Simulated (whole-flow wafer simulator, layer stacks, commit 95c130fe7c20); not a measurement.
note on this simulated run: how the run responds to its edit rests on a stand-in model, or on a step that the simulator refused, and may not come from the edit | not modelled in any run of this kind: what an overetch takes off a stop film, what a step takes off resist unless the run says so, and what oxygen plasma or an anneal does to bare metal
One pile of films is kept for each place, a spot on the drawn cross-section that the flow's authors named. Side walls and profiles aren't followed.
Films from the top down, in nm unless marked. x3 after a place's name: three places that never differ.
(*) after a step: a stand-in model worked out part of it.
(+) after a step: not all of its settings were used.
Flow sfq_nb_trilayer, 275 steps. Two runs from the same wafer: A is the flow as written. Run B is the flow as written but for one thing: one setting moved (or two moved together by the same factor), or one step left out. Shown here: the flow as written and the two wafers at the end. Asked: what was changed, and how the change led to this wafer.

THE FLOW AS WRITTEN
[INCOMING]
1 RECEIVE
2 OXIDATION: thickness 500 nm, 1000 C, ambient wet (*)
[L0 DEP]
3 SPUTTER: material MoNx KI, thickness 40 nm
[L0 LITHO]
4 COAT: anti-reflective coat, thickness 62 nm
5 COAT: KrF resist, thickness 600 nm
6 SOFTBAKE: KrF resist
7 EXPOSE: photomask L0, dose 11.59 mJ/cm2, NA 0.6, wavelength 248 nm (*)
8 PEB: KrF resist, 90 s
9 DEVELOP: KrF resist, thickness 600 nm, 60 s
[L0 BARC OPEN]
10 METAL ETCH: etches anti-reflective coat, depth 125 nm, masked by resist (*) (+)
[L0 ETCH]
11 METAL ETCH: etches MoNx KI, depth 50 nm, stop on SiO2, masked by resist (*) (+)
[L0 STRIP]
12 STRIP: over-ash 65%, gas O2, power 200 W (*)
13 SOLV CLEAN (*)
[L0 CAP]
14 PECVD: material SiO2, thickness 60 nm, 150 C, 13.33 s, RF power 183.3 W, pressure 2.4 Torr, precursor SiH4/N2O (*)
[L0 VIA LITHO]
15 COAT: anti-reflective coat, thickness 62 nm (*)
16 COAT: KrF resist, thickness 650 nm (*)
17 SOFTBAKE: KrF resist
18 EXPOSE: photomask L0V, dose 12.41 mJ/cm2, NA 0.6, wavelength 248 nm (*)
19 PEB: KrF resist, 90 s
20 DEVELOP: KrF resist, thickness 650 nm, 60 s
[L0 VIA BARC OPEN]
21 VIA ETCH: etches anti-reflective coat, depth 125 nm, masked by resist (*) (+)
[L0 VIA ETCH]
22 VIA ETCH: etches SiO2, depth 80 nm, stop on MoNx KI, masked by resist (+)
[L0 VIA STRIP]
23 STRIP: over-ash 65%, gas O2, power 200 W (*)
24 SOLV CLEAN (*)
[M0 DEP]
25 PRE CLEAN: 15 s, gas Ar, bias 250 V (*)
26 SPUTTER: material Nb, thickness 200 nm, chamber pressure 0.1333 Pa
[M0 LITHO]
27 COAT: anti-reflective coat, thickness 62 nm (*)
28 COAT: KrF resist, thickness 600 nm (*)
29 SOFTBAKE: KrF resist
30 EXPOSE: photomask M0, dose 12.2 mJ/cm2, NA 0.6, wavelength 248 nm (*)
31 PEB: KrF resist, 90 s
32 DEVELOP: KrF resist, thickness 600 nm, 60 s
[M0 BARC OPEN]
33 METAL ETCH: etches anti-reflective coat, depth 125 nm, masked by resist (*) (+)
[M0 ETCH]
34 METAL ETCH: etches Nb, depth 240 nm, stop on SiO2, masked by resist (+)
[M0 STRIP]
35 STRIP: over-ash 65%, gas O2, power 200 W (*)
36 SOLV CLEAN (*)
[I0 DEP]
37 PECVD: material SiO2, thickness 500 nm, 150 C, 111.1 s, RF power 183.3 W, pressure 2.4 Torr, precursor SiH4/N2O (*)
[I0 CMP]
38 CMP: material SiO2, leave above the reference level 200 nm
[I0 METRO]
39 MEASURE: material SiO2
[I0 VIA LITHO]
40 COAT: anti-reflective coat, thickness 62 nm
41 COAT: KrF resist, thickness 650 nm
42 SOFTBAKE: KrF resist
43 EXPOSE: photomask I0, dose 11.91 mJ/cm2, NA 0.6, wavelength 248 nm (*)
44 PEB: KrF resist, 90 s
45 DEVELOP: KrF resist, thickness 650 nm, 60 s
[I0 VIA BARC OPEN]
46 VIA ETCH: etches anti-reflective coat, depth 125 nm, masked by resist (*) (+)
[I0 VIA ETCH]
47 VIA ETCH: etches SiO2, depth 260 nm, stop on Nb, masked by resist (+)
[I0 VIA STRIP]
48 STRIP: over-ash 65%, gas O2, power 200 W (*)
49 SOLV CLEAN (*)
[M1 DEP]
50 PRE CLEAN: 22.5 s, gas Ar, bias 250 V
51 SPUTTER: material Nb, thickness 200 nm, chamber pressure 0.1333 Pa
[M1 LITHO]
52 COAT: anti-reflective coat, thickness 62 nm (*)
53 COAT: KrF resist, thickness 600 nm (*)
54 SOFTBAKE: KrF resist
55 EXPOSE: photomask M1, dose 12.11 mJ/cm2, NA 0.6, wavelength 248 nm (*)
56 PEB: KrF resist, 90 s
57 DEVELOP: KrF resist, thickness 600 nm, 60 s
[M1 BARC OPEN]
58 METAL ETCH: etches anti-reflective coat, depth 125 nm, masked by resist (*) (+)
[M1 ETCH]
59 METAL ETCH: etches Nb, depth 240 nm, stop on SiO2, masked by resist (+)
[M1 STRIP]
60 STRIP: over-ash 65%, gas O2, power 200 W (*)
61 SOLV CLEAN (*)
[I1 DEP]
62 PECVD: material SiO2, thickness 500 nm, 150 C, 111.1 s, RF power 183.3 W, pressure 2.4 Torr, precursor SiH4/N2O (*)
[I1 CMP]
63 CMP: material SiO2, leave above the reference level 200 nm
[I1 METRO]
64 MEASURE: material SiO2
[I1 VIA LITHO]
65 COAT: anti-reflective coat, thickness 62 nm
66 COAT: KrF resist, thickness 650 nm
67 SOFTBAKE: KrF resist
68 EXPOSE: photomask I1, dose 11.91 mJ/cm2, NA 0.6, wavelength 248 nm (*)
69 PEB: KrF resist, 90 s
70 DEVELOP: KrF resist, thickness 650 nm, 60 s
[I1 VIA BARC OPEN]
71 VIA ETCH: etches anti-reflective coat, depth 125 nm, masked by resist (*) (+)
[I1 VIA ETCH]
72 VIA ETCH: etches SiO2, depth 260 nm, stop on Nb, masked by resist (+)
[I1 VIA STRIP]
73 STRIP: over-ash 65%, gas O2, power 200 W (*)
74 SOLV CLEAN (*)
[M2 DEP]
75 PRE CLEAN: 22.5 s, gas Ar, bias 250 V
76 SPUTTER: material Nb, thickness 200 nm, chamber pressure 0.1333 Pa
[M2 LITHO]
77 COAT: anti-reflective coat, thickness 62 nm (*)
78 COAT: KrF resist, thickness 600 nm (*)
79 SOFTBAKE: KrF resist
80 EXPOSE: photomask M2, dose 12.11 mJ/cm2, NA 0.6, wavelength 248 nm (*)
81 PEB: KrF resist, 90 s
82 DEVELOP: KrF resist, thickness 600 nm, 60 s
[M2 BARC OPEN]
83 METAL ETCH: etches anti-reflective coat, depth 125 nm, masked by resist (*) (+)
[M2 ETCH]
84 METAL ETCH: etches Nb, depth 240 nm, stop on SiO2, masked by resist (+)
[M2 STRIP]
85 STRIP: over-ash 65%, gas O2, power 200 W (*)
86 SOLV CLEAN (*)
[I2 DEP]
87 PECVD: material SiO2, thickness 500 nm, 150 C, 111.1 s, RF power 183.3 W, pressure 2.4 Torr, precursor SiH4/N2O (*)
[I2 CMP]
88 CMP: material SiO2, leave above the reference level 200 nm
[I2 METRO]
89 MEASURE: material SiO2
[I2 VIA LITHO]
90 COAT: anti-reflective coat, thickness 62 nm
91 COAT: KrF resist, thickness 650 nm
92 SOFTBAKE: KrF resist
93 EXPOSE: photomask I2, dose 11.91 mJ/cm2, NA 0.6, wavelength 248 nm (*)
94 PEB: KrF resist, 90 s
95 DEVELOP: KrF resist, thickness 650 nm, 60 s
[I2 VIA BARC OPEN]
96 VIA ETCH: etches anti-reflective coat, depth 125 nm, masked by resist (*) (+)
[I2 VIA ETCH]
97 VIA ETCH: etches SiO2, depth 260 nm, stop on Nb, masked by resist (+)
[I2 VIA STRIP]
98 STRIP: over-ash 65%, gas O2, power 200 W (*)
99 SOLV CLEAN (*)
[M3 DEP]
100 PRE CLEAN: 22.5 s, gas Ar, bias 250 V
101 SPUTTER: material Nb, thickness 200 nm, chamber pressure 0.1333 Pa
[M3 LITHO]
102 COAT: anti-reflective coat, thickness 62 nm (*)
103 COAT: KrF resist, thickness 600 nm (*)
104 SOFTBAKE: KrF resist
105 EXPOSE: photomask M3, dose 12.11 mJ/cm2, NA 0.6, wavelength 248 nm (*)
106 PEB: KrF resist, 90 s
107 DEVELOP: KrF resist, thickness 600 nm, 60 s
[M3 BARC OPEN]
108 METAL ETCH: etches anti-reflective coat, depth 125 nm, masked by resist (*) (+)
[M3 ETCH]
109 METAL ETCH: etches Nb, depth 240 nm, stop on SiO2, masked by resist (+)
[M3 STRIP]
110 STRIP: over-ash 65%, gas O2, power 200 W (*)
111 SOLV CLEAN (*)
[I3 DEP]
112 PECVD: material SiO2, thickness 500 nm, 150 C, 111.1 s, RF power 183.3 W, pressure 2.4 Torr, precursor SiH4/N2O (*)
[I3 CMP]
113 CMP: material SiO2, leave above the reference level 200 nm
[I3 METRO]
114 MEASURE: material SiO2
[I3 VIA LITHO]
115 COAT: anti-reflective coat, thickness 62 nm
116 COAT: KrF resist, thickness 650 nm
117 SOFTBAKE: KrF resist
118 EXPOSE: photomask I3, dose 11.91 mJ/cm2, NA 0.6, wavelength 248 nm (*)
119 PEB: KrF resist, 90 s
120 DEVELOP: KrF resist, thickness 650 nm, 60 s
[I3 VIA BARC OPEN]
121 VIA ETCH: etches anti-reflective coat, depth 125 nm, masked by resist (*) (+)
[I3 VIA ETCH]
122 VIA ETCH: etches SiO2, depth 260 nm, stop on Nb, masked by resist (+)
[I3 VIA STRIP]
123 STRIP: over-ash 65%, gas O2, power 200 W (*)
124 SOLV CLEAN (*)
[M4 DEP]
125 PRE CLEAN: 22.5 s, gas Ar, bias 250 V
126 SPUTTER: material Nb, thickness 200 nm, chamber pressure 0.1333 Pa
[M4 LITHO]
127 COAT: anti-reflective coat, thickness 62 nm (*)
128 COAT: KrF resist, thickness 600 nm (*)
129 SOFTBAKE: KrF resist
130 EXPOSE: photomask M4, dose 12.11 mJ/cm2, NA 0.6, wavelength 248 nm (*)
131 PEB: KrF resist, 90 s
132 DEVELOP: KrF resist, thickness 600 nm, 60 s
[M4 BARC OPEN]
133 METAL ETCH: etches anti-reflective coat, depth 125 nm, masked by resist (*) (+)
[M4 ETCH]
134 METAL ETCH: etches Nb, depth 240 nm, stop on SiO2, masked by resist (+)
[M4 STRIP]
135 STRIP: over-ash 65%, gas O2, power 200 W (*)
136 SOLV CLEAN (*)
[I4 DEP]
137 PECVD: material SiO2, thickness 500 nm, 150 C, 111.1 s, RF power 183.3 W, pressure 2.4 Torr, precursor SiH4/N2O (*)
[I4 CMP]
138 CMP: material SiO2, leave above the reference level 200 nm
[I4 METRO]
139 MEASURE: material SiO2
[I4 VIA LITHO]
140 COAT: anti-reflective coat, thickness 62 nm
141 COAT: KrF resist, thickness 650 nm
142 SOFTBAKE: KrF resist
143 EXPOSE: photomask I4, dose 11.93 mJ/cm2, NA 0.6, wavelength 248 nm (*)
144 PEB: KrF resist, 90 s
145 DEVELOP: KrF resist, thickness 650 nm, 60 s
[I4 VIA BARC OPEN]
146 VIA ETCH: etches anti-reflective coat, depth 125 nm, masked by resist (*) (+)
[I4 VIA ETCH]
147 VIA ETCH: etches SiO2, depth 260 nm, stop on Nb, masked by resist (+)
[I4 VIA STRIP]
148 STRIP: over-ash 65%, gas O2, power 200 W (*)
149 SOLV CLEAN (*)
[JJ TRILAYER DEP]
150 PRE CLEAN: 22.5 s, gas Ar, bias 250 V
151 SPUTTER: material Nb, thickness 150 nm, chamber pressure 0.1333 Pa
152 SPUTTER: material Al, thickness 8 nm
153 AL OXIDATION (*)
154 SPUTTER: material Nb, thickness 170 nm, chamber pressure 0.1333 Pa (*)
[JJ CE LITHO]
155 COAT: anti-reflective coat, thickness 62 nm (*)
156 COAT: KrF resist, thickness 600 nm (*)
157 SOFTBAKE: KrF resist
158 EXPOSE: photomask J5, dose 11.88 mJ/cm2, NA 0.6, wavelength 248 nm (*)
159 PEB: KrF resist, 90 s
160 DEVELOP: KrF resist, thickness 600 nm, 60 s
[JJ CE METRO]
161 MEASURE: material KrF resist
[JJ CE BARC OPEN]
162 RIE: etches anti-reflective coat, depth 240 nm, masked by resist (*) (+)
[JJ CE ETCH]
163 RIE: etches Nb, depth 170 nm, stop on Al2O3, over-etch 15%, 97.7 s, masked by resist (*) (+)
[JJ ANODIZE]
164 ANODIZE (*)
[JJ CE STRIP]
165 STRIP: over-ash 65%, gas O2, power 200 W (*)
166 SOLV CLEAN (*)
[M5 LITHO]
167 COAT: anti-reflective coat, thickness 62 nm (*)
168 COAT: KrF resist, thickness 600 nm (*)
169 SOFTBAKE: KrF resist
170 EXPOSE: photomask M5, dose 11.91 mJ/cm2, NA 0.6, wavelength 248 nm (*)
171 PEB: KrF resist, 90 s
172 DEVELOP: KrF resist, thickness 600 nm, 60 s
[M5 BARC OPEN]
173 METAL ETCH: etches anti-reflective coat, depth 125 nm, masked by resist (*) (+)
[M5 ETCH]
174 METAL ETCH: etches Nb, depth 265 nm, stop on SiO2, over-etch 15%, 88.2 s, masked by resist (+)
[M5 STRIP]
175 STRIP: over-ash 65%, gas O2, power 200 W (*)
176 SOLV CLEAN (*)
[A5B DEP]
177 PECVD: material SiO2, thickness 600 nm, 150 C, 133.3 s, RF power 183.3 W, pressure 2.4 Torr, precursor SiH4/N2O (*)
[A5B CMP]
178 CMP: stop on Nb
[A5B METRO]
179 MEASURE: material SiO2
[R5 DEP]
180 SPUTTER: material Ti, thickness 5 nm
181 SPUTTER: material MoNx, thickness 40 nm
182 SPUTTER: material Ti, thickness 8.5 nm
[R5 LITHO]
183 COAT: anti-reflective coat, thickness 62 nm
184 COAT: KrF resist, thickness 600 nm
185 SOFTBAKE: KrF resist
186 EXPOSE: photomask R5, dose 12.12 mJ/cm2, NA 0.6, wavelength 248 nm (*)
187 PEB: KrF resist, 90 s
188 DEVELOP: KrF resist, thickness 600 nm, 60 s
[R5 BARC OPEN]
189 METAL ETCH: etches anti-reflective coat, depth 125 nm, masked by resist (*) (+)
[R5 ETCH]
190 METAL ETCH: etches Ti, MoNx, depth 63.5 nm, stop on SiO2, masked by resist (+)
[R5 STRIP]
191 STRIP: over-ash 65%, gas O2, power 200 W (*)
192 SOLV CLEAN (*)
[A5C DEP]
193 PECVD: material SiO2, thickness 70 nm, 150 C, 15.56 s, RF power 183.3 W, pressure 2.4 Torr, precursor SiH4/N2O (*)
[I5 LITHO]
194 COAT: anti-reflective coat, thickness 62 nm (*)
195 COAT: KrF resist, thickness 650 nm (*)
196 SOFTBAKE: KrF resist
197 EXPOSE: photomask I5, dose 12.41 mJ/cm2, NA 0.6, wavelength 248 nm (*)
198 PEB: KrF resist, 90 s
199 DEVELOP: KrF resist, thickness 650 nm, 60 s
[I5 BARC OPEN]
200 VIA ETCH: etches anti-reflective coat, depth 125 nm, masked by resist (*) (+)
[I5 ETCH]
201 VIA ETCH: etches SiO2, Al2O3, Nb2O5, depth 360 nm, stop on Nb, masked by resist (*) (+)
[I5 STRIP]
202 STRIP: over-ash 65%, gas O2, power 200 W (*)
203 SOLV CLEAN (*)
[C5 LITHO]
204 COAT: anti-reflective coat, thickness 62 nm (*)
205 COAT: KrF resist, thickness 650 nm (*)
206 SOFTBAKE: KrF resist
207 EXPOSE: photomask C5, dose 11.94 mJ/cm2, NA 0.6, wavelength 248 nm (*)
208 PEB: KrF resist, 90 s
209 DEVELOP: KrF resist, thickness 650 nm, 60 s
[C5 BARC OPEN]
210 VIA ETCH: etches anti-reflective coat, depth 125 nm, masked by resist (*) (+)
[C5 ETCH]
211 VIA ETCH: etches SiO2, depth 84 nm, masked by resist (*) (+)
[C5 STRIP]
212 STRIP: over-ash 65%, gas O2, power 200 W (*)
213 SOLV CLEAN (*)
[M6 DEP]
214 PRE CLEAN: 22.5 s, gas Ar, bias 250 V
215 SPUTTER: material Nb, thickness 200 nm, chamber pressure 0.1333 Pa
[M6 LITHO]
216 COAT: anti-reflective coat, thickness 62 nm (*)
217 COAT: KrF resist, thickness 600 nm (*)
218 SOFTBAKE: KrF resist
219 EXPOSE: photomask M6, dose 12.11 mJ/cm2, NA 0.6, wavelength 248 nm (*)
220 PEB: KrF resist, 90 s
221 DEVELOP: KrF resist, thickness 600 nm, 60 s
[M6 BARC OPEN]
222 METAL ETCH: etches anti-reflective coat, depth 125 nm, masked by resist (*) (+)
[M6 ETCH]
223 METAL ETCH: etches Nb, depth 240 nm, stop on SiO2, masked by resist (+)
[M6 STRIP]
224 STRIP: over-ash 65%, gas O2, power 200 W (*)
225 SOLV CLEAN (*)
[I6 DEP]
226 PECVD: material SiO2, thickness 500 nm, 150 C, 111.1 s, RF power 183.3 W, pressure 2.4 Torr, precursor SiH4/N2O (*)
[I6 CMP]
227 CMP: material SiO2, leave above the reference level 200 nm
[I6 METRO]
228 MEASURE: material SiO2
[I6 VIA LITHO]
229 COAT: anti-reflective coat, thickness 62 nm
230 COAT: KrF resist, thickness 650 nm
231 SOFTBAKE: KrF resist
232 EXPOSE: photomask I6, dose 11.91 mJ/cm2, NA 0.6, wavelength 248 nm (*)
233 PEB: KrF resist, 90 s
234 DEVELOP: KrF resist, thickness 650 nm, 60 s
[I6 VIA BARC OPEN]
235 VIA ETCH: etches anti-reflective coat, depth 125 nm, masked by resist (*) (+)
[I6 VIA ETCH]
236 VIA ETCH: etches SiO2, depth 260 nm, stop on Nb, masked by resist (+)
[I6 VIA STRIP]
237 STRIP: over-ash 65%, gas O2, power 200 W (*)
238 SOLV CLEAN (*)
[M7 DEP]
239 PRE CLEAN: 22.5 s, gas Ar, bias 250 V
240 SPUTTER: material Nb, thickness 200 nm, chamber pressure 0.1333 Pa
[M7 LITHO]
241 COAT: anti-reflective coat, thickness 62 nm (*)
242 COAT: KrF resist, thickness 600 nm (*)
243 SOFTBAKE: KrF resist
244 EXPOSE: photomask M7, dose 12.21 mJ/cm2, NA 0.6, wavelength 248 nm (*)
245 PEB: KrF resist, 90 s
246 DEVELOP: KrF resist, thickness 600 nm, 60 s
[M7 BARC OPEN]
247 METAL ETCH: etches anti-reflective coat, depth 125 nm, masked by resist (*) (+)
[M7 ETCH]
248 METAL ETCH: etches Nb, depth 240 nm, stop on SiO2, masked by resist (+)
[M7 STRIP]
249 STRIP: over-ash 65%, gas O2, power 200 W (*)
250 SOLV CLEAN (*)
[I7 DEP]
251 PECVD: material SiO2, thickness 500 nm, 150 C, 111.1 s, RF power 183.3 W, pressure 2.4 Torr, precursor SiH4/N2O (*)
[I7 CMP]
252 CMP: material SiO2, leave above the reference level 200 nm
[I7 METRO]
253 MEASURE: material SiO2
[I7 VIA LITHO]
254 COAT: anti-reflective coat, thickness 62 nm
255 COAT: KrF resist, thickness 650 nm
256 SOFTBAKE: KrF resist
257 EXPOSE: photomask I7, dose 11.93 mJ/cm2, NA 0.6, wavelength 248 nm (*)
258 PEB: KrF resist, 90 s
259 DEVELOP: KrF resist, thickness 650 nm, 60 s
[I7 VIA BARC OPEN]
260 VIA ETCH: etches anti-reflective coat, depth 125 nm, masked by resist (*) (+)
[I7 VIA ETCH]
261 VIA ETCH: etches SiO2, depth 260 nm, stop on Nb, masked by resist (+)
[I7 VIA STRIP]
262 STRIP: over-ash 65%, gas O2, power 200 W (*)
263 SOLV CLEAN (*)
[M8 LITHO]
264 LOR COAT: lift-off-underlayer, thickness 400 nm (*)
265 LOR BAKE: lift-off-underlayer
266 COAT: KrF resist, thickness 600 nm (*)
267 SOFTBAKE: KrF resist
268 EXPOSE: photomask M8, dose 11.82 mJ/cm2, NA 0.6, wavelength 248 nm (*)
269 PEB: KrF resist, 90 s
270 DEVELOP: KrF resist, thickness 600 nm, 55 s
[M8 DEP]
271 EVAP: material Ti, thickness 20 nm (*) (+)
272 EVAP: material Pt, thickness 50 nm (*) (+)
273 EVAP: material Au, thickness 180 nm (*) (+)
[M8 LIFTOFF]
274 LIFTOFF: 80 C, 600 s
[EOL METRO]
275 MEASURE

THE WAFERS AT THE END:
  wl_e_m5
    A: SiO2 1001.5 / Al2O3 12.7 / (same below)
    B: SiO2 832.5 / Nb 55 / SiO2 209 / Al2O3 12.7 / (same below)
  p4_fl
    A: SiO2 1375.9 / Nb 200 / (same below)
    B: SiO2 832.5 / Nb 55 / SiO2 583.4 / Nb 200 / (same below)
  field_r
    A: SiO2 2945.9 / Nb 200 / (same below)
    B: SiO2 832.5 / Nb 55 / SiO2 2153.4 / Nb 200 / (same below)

The cause: step 215, SPUTTER: thickness 295 nm was run, where the flow has thickness 200 nm.

How the change led to this, step by step:
  215 SPUTTER: material Nb, thickness 200 nm, chamber pressure 0.1333 Pa
      field_l, v_sur, via_wl and 100 more: A Nb +200 (new film) | B Nb +295 (new film)
      be: A Nb +147.3 | B Nb +215.8
      (and at 2 more places)
  216 COAT: anti-reflective coat, thickness 62 nm (*)
      be: A anti-reflective coat +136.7 (new film) | B anti-reflective coat +145.8 (new film)
      c5j: A anti-reflective coat +110.7 (new film) | B anti-reflective coat +113.4 (new film)
  223 METAL ETCH: etches Nb, depth 240 nm, stop on SiO2, masked by resist (+)
      field_l, gap, moat and 76 more: A Nb -200 (all of it) | B Nb -240
  224 STRIP: over-ash 65%, gas O2, power 200 W (*)
      be: A KrF resist -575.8 (all of it), anti-reflective coat -136.7 (all of it) | B KrF resist -590.7 (all of it), anti-reflective coat -145.8 (all of it)
      c5j: A KrF resist -418.3 (all of it), anti-reflective coat -110.7 (all of it) | B KrF resist -417.1 (all of it), anti-reflective coat -113.4 (all of it)
  226 PECVD: material SiO2, thickness 500 nm, 150 C, 111.1 s, RF power 183.3 W, pressure 2.4 Torr, precursor SiH4/N2O (*)
      field_l, p4_fl, p4_fm and 62 more: A SiO2 +500 | B SiO2 +500 (new film)
      moat, field_r, lsp_l, ln_m5, lsp_m: A SiO2 +493.6 | B SiO2 +492.3 (new film)
      (and at 10 more places)
  227 CMP: material SiO2, leave above the reference level 200 nm
      field_l, p4_fl, p4_fm and 59 more: A SiO2 -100 | B SiO2 -60
      moat, field_r, lsp_l, ln_m5, lsp_m: A SiO2 -93.6 | B SiO2 -52.3
      (and at 9 more places)
Counting metal films that touch as one body, wl_e_m5 has 7 bodies (between them, from the top down: SiO2 209 / Al2O3 12.7 / Nb2O5 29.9; SiO2 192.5; SiO2 192.5; SiO2 192.5; SiO2 192.5; SiO2 192.5); the flow as written gives 6 bodies (between them, from the top down: SiO2 192.5; SiO2 192.5; SiO2 192.5; SiO2 192.5; SiO2 192.5).
Counting metal films that touch as one body, p4_fl has 3 bodies (between them, from the top down: SiO2 583.4; SiO2 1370); the flow as written gives 2 bodies (between them, from the top down: SiO2 1370).
Counting metal films that touch as one body, field_r has 2 bodies (between them, from the top down: SiO2 2153.4); the flow as written gives 1 body.
